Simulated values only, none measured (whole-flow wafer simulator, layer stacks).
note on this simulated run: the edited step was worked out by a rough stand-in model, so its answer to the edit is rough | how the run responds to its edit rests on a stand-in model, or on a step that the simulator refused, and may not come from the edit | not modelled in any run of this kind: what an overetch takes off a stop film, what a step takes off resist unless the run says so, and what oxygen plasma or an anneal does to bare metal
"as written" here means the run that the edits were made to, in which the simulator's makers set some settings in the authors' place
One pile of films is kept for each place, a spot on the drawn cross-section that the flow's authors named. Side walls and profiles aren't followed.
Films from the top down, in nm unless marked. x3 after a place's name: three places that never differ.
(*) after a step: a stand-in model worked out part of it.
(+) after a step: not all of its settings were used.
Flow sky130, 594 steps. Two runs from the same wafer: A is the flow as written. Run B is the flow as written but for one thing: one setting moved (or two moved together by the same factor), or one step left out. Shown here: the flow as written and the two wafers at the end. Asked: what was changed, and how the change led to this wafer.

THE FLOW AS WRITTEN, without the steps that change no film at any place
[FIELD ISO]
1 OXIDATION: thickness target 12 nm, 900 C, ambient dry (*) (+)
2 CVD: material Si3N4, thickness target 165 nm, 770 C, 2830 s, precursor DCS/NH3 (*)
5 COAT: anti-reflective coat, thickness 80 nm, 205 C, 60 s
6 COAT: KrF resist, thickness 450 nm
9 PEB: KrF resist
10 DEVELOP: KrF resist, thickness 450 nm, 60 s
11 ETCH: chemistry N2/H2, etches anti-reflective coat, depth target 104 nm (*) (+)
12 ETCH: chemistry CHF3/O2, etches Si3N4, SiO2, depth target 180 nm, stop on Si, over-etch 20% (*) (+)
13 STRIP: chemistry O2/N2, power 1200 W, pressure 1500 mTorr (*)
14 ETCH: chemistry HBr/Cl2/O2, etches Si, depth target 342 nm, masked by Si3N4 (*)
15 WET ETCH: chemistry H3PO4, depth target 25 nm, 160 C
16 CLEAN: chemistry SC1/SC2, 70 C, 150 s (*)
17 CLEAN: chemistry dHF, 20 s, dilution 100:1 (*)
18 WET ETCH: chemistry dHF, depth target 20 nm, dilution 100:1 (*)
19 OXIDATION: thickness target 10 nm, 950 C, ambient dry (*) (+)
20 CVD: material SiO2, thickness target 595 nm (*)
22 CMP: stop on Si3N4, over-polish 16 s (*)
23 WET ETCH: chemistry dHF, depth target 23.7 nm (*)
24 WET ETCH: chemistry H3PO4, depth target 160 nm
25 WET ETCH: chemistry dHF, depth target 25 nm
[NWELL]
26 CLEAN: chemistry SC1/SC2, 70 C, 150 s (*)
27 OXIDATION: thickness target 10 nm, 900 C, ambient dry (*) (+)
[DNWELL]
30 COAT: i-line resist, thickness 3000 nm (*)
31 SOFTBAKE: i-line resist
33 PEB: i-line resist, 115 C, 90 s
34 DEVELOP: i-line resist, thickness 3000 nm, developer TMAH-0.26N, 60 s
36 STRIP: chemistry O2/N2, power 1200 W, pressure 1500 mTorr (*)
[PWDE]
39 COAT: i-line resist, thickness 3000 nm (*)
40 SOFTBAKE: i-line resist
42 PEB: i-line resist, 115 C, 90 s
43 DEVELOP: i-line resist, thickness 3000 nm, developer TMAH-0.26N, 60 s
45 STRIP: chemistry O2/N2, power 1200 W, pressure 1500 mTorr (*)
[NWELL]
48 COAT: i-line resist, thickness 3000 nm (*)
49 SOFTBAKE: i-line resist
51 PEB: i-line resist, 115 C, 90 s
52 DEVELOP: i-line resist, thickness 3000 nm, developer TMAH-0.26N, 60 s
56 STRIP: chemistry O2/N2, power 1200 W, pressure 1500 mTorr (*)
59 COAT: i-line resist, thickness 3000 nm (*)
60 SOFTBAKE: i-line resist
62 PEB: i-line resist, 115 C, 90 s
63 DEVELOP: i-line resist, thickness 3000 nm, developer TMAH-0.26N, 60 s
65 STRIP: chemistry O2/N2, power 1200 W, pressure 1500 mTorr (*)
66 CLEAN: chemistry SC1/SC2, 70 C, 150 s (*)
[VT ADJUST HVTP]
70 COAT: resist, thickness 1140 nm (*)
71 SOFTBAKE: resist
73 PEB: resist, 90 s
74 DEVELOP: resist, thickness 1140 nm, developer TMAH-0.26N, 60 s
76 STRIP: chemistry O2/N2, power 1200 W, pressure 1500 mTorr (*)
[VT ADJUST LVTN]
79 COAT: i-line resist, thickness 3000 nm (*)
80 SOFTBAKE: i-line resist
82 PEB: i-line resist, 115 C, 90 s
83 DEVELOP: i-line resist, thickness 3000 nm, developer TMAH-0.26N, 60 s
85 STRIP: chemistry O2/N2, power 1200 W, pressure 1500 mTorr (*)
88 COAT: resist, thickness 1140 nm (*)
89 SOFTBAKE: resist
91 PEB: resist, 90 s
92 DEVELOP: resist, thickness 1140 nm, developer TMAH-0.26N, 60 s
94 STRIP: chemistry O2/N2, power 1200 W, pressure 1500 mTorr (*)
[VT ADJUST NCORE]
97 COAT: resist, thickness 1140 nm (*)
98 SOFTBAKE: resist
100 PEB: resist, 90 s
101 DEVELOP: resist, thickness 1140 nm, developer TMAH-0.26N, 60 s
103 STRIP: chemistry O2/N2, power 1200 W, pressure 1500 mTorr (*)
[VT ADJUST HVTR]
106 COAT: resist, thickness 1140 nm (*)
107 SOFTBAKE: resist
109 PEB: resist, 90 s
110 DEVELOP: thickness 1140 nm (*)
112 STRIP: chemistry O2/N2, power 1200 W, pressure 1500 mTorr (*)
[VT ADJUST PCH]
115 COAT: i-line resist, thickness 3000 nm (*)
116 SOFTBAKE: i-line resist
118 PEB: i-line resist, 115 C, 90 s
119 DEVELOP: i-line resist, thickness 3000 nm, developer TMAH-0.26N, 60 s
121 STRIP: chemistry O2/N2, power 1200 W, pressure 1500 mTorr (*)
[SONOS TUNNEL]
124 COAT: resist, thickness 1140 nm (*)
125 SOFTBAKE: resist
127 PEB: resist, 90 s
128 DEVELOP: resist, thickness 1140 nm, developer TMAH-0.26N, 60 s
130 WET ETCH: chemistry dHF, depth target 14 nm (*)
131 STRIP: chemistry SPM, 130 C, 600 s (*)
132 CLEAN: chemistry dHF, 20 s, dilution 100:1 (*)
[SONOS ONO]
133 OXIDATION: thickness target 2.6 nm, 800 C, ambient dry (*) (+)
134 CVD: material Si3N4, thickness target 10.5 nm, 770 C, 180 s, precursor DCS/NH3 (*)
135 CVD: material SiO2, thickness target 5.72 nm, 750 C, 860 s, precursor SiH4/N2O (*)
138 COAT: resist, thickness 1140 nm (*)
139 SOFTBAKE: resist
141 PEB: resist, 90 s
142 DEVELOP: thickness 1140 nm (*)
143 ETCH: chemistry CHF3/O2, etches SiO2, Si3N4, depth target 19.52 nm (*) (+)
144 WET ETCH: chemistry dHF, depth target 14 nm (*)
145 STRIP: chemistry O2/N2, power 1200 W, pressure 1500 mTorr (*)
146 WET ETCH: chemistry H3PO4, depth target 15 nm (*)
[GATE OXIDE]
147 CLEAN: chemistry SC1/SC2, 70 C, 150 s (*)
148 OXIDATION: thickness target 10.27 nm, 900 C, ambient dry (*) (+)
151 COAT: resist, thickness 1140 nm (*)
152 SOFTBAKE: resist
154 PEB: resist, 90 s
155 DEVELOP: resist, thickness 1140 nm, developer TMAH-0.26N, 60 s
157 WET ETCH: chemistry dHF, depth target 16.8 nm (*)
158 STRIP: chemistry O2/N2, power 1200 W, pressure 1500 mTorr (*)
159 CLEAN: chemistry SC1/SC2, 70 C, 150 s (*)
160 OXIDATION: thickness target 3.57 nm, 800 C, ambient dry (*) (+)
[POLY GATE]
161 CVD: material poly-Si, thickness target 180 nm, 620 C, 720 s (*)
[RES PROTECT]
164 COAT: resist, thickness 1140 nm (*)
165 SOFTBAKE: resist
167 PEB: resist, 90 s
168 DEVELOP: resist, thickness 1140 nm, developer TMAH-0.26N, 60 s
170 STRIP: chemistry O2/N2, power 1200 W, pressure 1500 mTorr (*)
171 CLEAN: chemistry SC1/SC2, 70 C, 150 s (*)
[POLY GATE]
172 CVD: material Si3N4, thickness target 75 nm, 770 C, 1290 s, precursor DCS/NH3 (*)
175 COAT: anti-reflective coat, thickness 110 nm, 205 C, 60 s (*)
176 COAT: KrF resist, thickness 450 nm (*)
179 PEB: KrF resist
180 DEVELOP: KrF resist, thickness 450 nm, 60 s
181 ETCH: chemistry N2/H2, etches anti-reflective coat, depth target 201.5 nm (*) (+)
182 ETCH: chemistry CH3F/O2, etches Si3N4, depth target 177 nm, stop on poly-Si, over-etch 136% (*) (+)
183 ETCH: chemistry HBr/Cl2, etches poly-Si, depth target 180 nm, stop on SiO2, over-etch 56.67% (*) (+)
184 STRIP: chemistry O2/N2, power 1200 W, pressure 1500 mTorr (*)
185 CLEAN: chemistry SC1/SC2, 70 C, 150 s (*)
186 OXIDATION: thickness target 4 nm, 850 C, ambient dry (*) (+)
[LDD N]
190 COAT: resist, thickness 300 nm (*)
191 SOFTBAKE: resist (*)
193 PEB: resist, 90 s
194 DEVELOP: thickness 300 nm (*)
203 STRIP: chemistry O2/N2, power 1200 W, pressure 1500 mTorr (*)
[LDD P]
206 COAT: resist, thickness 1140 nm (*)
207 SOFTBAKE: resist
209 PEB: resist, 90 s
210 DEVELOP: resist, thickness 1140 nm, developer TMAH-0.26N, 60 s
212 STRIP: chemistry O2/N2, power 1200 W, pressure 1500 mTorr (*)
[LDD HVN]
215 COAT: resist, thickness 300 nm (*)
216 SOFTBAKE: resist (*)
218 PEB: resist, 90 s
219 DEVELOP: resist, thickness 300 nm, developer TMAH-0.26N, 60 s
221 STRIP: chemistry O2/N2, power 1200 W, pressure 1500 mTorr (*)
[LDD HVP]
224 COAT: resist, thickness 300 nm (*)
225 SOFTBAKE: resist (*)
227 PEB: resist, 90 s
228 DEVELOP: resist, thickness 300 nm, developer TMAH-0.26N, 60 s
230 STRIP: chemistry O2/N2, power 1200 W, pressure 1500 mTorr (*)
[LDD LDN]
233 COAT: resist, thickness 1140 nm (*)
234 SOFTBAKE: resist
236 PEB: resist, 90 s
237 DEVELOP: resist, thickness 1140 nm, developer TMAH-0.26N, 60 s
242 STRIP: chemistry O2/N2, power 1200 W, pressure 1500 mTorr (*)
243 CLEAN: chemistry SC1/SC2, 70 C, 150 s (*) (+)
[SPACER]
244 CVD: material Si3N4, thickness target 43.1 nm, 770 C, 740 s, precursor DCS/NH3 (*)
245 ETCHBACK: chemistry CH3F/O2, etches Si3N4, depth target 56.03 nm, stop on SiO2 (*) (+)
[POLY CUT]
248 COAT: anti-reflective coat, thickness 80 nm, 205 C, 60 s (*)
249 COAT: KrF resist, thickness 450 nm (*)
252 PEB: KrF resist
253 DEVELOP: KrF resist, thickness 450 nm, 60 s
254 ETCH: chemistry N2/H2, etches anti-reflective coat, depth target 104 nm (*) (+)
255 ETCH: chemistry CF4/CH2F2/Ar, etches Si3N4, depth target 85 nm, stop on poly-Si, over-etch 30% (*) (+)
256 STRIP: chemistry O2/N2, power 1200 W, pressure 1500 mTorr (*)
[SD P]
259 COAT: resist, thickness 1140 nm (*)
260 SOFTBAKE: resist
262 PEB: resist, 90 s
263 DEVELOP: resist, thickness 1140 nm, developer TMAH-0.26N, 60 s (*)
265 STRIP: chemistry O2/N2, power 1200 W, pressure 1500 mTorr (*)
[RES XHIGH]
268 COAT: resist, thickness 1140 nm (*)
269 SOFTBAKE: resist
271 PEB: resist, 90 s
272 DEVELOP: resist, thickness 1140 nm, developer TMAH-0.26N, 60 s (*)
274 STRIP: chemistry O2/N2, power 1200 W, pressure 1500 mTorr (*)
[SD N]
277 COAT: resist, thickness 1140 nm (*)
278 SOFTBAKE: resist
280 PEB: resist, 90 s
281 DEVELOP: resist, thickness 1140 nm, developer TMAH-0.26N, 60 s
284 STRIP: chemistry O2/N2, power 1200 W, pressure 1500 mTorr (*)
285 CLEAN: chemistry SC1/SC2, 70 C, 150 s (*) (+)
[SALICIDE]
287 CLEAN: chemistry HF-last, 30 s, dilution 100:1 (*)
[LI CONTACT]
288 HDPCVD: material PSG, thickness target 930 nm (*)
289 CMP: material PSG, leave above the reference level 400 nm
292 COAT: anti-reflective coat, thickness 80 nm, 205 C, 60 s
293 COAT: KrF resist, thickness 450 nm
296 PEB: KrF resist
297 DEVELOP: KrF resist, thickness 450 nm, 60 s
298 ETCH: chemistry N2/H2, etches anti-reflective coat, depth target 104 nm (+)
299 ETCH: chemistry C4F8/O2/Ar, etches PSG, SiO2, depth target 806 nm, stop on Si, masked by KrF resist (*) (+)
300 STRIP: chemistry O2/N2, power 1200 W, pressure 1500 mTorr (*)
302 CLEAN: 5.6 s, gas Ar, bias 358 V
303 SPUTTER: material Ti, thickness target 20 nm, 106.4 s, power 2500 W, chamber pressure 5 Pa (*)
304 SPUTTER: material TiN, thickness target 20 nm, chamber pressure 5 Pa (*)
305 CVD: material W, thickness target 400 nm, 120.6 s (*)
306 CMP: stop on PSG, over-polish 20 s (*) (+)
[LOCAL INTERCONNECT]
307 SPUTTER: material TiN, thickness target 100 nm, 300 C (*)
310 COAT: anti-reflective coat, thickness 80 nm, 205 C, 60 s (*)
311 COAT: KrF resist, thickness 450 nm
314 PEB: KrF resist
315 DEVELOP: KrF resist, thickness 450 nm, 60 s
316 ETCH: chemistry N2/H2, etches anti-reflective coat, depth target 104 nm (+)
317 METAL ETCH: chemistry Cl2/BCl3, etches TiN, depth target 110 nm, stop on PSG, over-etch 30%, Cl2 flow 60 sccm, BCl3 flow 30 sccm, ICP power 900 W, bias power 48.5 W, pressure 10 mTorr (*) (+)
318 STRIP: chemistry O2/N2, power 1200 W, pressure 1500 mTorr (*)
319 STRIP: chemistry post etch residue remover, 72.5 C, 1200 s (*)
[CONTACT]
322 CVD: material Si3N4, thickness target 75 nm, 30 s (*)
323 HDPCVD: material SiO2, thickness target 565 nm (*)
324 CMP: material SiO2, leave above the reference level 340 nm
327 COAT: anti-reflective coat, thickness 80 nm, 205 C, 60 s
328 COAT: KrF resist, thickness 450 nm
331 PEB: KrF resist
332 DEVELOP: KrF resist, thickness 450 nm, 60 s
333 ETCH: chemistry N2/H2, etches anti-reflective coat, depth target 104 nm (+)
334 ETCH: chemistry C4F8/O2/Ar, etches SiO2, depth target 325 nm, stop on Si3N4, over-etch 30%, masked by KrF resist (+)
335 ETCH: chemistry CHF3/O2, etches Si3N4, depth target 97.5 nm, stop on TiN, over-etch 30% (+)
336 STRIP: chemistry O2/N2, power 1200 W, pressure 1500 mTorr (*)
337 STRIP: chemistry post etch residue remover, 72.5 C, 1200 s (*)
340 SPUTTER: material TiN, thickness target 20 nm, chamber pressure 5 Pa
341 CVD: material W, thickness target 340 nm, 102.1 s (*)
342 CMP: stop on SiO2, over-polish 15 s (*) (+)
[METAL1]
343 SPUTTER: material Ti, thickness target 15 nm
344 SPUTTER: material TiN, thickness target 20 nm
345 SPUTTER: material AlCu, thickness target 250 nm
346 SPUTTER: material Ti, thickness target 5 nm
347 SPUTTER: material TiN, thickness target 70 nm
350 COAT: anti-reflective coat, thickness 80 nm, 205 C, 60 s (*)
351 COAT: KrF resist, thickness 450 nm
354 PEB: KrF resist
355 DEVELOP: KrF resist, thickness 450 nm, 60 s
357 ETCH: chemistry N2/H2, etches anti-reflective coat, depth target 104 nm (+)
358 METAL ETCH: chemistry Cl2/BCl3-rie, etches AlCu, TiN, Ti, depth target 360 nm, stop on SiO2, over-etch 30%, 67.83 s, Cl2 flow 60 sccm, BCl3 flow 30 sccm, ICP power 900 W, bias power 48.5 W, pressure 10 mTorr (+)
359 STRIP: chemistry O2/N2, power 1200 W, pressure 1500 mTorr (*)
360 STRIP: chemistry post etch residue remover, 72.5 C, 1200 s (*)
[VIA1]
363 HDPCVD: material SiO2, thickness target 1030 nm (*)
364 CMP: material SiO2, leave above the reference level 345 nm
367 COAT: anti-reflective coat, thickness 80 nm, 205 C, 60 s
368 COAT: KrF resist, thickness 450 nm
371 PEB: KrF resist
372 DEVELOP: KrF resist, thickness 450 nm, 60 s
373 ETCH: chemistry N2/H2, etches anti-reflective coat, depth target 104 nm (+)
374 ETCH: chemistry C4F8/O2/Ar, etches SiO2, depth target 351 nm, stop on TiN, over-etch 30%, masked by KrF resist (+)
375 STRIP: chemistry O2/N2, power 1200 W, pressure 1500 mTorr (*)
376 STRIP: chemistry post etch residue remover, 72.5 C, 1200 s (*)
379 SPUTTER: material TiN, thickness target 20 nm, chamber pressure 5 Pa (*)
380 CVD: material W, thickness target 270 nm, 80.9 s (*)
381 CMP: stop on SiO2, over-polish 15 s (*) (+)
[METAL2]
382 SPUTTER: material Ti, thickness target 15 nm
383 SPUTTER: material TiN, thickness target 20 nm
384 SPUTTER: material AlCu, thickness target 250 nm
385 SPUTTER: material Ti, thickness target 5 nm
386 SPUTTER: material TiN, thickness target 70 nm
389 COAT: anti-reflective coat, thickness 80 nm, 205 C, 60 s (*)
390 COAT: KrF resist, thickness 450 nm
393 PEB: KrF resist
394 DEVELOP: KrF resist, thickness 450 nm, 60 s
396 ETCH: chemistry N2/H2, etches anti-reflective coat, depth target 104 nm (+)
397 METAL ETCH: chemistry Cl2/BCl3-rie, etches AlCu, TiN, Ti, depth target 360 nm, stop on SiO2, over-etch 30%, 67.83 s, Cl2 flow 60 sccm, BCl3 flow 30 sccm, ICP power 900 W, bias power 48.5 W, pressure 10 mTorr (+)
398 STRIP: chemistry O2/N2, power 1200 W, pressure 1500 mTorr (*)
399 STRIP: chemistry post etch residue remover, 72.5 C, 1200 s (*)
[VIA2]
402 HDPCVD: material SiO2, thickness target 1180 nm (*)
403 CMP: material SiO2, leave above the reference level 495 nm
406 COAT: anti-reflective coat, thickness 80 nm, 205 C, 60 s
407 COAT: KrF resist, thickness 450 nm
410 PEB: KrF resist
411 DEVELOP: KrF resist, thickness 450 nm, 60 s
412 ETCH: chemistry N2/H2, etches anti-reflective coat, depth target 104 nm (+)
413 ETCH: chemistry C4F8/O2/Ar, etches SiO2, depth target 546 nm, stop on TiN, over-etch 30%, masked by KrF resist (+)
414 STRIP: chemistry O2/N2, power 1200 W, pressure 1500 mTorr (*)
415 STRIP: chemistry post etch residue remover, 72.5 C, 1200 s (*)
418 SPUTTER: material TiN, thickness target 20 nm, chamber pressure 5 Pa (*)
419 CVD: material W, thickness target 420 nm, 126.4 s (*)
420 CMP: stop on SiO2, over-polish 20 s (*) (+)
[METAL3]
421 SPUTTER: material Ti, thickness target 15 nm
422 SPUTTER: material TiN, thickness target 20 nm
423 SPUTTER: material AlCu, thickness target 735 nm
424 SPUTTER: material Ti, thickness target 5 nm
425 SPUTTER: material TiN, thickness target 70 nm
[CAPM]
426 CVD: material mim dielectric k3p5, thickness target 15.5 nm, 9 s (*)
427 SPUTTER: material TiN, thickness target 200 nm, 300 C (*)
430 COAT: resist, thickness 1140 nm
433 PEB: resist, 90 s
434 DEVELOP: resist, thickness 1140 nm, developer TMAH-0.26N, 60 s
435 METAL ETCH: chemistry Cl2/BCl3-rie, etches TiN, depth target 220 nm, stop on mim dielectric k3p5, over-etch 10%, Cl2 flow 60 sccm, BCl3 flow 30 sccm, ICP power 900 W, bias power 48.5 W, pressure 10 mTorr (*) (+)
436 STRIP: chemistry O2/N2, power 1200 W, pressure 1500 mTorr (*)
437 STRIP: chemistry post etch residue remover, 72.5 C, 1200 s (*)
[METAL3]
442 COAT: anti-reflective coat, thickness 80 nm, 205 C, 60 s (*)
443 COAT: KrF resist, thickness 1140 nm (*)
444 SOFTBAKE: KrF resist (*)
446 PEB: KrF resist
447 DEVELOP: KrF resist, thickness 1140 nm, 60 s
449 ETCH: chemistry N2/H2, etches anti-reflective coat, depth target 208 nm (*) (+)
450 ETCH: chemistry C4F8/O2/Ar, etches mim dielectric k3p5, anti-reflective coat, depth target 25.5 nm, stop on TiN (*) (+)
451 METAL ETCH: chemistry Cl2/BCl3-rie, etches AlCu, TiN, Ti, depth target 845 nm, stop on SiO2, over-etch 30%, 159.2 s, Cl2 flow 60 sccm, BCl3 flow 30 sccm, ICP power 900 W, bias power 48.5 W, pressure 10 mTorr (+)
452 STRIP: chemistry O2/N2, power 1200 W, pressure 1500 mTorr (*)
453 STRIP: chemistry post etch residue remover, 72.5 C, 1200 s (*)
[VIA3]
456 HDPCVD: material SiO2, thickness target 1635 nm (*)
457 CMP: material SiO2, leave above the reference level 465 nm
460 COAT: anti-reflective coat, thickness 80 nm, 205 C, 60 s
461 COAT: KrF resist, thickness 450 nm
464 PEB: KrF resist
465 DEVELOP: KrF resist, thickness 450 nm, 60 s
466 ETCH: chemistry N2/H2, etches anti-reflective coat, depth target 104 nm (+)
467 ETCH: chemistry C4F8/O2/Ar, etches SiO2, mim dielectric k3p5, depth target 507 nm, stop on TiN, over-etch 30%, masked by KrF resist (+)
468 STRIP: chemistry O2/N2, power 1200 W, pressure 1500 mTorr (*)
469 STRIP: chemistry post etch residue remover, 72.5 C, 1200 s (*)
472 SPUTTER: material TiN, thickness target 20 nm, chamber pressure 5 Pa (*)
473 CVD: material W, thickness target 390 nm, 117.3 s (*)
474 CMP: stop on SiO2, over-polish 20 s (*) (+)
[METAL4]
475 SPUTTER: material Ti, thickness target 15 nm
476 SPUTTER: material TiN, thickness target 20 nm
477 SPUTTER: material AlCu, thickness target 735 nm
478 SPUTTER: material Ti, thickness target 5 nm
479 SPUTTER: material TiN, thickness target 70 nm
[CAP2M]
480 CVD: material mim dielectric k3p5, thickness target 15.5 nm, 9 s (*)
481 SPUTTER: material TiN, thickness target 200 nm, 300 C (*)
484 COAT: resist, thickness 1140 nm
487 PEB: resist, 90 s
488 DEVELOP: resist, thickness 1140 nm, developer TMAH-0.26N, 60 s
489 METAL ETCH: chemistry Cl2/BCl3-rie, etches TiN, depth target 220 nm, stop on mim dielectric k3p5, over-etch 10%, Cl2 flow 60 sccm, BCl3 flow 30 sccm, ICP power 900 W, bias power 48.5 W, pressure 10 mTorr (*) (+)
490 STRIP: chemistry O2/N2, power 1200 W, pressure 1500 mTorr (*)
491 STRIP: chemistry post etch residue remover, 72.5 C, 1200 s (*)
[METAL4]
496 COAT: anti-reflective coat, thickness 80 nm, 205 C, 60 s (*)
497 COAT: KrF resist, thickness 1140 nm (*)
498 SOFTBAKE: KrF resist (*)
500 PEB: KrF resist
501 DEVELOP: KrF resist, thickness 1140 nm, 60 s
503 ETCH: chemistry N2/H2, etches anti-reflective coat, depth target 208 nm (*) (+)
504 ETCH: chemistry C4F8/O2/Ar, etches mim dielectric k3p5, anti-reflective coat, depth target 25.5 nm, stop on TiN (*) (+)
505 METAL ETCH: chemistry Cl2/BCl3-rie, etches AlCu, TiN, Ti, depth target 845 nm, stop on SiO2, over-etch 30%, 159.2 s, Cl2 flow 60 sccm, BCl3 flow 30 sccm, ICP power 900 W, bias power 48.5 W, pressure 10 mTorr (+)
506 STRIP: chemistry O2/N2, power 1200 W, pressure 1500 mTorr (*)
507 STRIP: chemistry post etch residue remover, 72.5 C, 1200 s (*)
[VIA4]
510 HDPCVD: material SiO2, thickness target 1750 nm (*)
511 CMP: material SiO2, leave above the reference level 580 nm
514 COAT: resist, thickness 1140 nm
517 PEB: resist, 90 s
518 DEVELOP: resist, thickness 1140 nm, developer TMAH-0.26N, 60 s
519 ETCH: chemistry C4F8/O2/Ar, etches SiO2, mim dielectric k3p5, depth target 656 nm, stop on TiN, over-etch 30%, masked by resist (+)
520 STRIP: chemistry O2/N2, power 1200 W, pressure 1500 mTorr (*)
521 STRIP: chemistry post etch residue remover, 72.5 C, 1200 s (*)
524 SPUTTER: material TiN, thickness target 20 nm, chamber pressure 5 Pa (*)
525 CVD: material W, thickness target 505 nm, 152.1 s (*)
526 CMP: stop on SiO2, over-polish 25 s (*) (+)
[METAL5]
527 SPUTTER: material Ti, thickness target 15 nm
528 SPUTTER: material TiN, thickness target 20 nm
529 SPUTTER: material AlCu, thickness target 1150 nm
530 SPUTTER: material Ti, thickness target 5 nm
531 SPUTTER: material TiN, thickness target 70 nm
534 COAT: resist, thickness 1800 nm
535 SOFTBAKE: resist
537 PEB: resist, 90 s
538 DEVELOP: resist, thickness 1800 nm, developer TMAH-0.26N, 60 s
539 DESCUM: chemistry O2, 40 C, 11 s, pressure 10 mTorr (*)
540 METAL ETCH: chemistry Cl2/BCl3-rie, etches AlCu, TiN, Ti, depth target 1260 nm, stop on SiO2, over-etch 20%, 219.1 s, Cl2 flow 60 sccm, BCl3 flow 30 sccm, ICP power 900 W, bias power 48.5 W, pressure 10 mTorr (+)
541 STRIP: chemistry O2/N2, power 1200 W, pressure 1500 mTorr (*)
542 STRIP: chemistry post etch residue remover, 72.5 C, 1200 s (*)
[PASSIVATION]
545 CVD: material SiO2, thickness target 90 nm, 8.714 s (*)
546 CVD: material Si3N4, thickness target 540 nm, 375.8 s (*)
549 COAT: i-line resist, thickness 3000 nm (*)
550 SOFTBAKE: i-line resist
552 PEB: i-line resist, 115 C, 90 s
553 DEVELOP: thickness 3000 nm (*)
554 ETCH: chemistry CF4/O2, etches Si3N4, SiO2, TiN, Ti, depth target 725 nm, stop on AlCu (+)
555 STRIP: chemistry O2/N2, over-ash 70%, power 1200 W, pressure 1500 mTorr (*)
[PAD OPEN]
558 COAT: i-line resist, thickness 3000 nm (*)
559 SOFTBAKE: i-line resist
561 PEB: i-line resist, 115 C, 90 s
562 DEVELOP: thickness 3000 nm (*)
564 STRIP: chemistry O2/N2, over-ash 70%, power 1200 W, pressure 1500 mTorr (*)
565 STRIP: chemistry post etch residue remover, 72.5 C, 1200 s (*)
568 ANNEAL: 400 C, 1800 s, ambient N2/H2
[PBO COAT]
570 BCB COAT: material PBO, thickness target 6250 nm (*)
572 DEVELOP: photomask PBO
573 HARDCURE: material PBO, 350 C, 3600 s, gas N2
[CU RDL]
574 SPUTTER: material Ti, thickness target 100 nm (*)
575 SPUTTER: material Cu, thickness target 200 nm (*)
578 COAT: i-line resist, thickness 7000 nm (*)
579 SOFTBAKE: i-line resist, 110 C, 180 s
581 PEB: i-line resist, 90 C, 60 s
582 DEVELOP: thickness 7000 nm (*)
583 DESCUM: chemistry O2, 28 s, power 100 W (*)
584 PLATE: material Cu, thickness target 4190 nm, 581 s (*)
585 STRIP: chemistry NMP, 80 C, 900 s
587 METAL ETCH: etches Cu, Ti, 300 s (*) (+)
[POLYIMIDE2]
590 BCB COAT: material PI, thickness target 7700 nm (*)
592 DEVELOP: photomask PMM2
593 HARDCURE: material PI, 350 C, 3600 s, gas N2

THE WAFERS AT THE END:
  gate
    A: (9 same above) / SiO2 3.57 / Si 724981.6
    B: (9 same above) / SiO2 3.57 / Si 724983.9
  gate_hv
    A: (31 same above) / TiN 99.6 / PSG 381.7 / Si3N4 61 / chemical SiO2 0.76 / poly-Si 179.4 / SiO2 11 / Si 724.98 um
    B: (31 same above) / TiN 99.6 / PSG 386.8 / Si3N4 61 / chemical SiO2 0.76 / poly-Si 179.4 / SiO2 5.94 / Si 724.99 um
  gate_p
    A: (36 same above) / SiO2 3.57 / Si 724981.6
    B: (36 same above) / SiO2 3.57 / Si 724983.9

The cause: step 148, OXIDATION: thickness target 5.134 nm was run, where the flow has thickness target 10.27 nm.

How the change led to this, step by step:
  148 OXIDATION: thickness target 10.27 nm, 900 C, ambient dry (*) (+)
      active, n_well, p_well and 98 more: A SiO2 +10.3 (new film), chemical SiO2 -0.76 (all of it), Si -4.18 | B SiO2 +5.13 (new film), chemical SiO2 -0.76 (all of it), Si -1.93
      field, mim, vpp_sp and 65 more: A SiO2 +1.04, Si -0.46 | B SiO2 +0.28, Si -0.12
      (and at 19 more places)
  157 WET ETCH: chemistry dHF, depth target 16.8 nm (*)
      active, n_well, p_well and 58 more: A SiO2 -10.3 (all of it) | B SiO2 -5.13 (all of it)
  175 COAT: anti-reflective coat, thickness 110 nm, 205 C, 60 s (*)
      rpm_encl, rpm_encl_psd: A anti-reflective coat +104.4 (new film) | B anti-reflective coat +108.5 (new film)
  181 ETCH: chemistry N2/H2, etches anti-reflective coat, depth target 201.5 nm (*) (+)
      rpm_encl, rpm_encl_psd: A anti-reflective coat -104.4 (all of it), Si3N4 -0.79 | B anti-reflective coat -108.5 (all of it), Si3N4 -0.73
  190 COAT: resist, thickness 300 nm (*)
      n_well: A resist +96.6 (new film) | B resist +94 (new film)
      pad: A resist +87 (new film) | B resist +89.4 (new film)
  203 STRIP: chemistry O2/N2, power 1200 W, pressure 1500 mTorr (*)
      n_well: A resist -91.6 (all of it) | B resist -89.1 (all of it)
      pad: A resist -82.5 (all of it) | B resist -84.8 (all of it)
  215 COAT: resist, thickness 300 nm (*)
      n_well: A resist +96.6 (new film) | B resist +94 (new film)
      pad: A resist +87 (new film) | B resist +89.4 (new film)
  221 STRIP: chemistry O2/N2, power 1200 W, pressure 1500 mTorr (*)
      n_well: A resist -91.6 (all of it) | B resist -89.1 (all of it)
      pad: A resist -82.5 (all of it) | B resist -84.8 (all of it)
  224 COAT: resist, thickness 300 nm (*)
      n_well: A resist +96.6 (new film) | B resist +94 (new film)
      pad: A resist +87 (new film) | B resist +89.4 (new film)
  230 STRIP: chemistry O2/N2, power 1200 W, pressure 1500 mTorr (*)
      n_well: A resist -91.6 (all of it) | B resist -89.1 (all of it)
      pad: A resist -82.5 (all of it) | B resist -84.8 (all of it)
  248 COAT: anti-reflective coat, thickness 80 nm, 205 C, 60 s (*)
      p_well, sd_n, sd_p, contact: A anti-reflective coat +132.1 (new film) | B anti-reflective coat +129.4 (new film)
      m1: A anti-reflective coat +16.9 (new film) | B anti-reflective coat +17.5 (new film)
      (and at 28 more places)
  256 STRIP: chemistry O2/N2, power 1200 W, pressure 1500 mTorr (*)
      p_well, sd_n, sd_p, contact: A KrF resist -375 (all of it), anti-reflective coat -132.1 (all of it) | B KrF resist -376 (all of it), anti-reflective coat -129.4 (all of it)
      m1: A KrF resist -284.8 (all of it), anti-reflective coat -16.9 (all of it) | B KrF resist -286.9 (all of it), anti-reflective coat -17.5 (all of it)
      (and at 28 more places)
  306 CMP: stop on PSG, over-polish 20 s (*) (+)
      poly_licon: A W -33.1 | B W -30.5
